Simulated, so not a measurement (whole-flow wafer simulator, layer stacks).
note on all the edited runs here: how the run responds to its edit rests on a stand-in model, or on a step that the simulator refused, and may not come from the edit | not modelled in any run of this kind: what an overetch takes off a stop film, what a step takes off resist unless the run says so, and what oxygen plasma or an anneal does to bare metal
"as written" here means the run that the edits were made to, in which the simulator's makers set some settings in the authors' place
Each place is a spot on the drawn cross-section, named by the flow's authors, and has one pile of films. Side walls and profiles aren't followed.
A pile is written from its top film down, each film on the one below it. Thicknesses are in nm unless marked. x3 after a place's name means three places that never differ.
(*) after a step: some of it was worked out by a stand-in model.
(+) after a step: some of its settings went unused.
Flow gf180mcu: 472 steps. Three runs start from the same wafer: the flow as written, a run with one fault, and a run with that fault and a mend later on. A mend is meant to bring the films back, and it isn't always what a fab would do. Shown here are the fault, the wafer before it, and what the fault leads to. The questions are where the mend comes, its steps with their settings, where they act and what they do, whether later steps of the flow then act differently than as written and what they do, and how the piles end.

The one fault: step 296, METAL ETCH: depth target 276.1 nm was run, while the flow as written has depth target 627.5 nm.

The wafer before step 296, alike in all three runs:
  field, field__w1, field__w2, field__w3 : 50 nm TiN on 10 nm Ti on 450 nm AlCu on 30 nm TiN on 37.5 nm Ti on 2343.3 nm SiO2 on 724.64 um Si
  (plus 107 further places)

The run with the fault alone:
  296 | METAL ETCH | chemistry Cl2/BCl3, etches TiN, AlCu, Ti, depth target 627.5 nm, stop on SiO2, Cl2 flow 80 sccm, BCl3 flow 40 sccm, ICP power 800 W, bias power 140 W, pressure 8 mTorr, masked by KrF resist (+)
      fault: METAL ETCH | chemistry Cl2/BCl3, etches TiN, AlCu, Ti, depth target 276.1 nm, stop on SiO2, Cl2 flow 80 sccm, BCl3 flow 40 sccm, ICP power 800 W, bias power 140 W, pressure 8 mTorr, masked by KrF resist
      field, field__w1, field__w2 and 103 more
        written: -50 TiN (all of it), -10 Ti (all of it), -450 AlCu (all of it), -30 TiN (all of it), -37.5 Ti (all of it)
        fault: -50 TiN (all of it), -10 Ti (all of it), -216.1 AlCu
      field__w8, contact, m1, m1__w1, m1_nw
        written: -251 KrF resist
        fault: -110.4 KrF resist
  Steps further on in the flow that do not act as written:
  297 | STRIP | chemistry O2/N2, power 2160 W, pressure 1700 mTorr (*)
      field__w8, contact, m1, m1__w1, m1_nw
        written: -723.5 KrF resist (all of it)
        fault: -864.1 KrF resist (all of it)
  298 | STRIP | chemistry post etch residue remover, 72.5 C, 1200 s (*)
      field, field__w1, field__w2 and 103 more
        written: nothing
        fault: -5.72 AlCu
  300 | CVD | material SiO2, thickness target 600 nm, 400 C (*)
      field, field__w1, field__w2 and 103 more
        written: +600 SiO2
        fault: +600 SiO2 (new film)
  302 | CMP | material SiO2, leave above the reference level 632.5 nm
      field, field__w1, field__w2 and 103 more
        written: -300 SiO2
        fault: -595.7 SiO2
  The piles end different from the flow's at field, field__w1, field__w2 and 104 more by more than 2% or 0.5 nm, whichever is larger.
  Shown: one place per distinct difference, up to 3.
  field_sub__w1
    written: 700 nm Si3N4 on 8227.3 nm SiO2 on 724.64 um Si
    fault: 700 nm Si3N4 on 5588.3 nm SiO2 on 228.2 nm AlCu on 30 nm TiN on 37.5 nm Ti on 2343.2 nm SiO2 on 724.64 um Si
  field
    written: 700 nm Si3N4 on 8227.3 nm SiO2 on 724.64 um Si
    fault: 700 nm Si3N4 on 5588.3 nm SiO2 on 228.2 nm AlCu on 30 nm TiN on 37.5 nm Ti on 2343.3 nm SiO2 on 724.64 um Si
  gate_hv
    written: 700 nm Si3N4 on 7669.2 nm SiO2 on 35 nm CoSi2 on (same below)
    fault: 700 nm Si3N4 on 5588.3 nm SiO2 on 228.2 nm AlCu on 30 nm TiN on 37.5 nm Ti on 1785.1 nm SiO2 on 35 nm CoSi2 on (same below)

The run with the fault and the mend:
  The mend stands after step 298.
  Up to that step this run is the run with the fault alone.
  298a | DEHYDRATE | 200 C, 60 s (a further turn of the flow's step 289)
      does not change any film at any place that is followed
  298b | HMDS | 120 C, 60 s (a further turn of the flow's step 290)
      does not change any film at any place that is followed
  298c | COAT | KrF resist, thickness 1000 nm (*) (a further turn of the flow's step 291)
      iso_ptap_pw, iso_ntap_nw, iso_nw_fld and 33 more
        +1000 KrF resist (new film)
      field__w5, field__w9, field_sub__w4 and 18 more
        +1001.8 KrF resist (new film)
      field__w6, field_sub, field_sub__w1 and 11 more
        +1001.9 KrF resist (new film)
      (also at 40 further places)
  298d | SOFTBAKE | KrF resist (a further turn of the flow's step 292)
      does not change any film at any place that is followed
  298e | EXPOSE | photomask Metal2 (a further turn of the flow's step 293)
      does not change any film at any place that is followed
  298f | PEB | KrF resist, 135 C, 90 s (a further turn of the flow's step 294)
      field__w1, field__w2, field__w3 and 59 more
        -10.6 KrF resist
      iso_ptap_pw, iso_ntap_nw, iso_nw_fld and 33 more
        -10.5 KrF resist
      sd_p, gate_p, nw_sep_fld
        -10.7 KrF resist
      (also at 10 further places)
  298g | DEVELOP | thickness 1000 nm, 60 s (a further turn of the flow's step 295)
      iso_ptap_pw, iso_ntap_nw, iso_nw_fld and 33 more
        -989.5 KrF resist (all of it)
      field_sub__w2, field_sub__w4, ld_gate_n and 12 more
        -991.2 KrF resist (all of it)
      field__w10, p_well, sti and 10 more
        -991.4 KrF resist (all of it)
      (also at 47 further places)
  298h | METAL ETCH | chemistry Cl2/BCl3, etches TiN, AlCu, Ti, depth target 351.4 nm, stop on SiO2, Cl2 flow 80 sccm, BCl3 flow 40 sccm, ICP power 800 W, bias power 140 W, pressure 8 mTorr, masked by KrF resist (+) (a further turn of the flow's step 296, with different settings)
      field, field__w1, field__w2 and 103 more
        -228.2 AlCu (all of it), -30 TiN (all of it), -37.5 Ti (all of it)
      field__w8, contact, m1, m1__w1, m1_nw
        -140.6 KrF resist
  298i | STRIP | chemistry O2/N2, power 2160 W, pressure 1700 mTorr (*) (a further turn of the flow's step 297)
      field__w8
        -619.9 KrF resist (all of it)
      contact
        -618.4 KrF resist (all of it)
      m1
        -619.8 KrF resist (all of it)
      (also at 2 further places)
  298j | STRIP | chemistry post etch residue remover, 72.5 C, 1200 s (*) (a further turn of the flow's step 298)
      field__w8, contact, m1, m1__w1, m1_nw
        -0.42 TiN
  None of the later steps of the flow differs from how it acts as written, at any place that is followed, by more than 2% or 0.5 nm, whichever is larger.
  The piles end only slightly different from the flow's at the places that both follow, by no more than 2% or 0.5 nm, whichever is larger.
